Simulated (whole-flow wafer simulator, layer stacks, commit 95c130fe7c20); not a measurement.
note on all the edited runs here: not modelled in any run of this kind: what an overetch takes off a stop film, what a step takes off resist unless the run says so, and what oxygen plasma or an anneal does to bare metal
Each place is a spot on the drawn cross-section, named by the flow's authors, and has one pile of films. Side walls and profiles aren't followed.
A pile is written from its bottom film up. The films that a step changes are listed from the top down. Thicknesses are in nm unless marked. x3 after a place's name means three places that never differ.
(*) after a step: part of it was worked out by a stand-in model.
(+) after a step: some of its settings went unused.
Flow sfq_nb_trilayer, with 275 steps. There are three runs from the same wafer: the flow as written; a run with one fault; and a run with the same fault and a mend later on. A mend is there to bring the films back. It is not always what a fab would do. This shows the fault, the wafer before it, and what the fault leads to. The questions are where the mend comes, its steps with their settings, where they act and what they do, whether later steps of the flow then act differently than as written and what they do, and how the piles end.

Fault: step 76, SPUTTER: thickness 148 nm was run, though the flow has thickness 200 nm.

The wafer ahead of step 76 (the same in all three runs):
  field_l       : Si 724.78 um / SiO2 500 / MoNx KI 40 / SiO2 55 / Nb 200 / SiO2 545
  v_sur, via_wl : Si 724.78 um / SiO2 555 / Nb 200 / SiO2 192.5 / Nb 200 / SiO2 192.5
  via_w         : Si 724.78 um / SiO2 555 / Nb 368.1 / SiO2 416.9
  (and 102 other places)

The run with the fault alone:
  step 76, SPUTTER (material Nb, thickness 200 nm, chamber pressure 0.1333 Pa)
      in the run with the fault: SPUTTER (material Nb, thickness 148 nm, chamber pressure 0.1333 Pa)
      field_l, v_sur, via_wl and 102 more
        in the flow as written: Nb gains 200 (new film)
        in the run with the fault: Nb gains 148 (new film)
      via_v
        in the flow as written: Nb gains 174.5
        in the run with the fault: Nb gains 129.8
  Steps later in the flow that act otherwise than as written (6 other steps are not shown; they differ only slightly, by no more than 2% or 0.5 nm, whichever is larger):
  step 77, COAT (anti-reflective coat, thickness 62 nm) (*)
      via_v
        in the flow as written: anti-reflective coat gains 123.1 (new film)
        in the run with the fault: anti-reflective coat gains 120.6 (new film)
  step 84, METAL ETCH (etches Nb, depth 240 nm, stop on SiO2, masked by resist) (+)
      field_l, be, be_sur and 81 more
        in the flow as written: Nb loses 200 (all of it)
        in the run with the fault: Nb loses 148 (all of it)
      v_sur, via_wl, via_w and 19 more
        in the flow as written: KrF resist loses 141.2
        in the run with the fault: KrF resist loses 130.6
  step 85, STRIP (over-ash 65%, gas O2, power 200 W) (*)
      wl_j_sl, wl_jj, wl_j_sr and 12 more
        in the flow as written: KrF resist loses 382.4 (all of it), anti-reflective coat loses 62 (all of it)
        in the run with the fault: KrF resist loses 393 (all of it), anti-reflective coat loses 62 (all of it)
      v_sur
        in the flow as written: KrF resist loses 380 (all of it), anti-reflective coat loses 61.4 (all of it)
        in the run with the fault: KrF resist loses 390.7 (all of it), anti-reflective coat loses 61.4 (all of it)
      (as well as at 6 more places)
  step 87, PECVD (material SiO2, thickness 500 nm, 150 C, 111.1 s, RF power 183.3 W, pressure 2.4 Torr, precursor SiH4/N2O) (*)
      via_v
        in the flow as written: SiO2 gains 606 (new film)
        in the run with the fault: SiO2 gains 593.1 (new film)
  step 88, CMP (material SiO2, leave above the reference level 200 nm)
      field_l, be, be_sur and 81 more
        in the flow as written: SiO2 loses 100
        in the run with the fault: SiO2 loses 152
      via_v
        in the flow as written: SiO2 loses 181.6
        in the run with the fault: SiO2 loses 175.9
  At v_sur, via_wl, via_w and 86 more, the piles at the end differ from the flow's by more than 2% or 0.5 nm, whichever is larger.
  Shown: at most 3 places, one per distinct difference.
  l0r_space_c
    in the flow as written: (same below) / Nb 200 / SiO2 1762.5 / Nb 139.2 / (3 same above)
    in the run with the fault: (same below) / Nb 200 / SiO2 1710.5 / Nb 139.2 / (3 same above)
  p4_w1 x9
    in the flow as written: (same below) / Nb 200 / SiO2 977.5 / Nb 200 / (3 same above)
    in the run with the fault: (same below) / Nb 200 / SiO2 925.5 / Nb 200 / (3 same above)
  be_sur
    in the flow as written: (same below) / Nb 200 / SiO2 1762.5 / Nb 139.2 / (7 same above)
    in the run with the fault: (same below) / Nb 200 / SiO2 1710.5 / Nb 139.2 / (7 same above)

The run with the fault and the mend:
  After step 76 comes the mend.
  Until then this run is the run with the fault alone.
  step 76a, SPUTTER (material Nb, thickness 52 nm, chamber pressure 0.1333 Pa) (a further turn of the flow's step 76, with different settings)
      field_l, v_sur, via_wl and 102 more
        Nb gains 52
      via_v
        Nb gains 41.1
  None of the later steps of the flow differs from how it acts as written, at any place that is followed, by more than 2% or 0.5 nm, whichever is larger.
  The piles end only slightly different from the flow's at the places that both follow, by no more than 2% or 0.5 nm, whichever is larger.
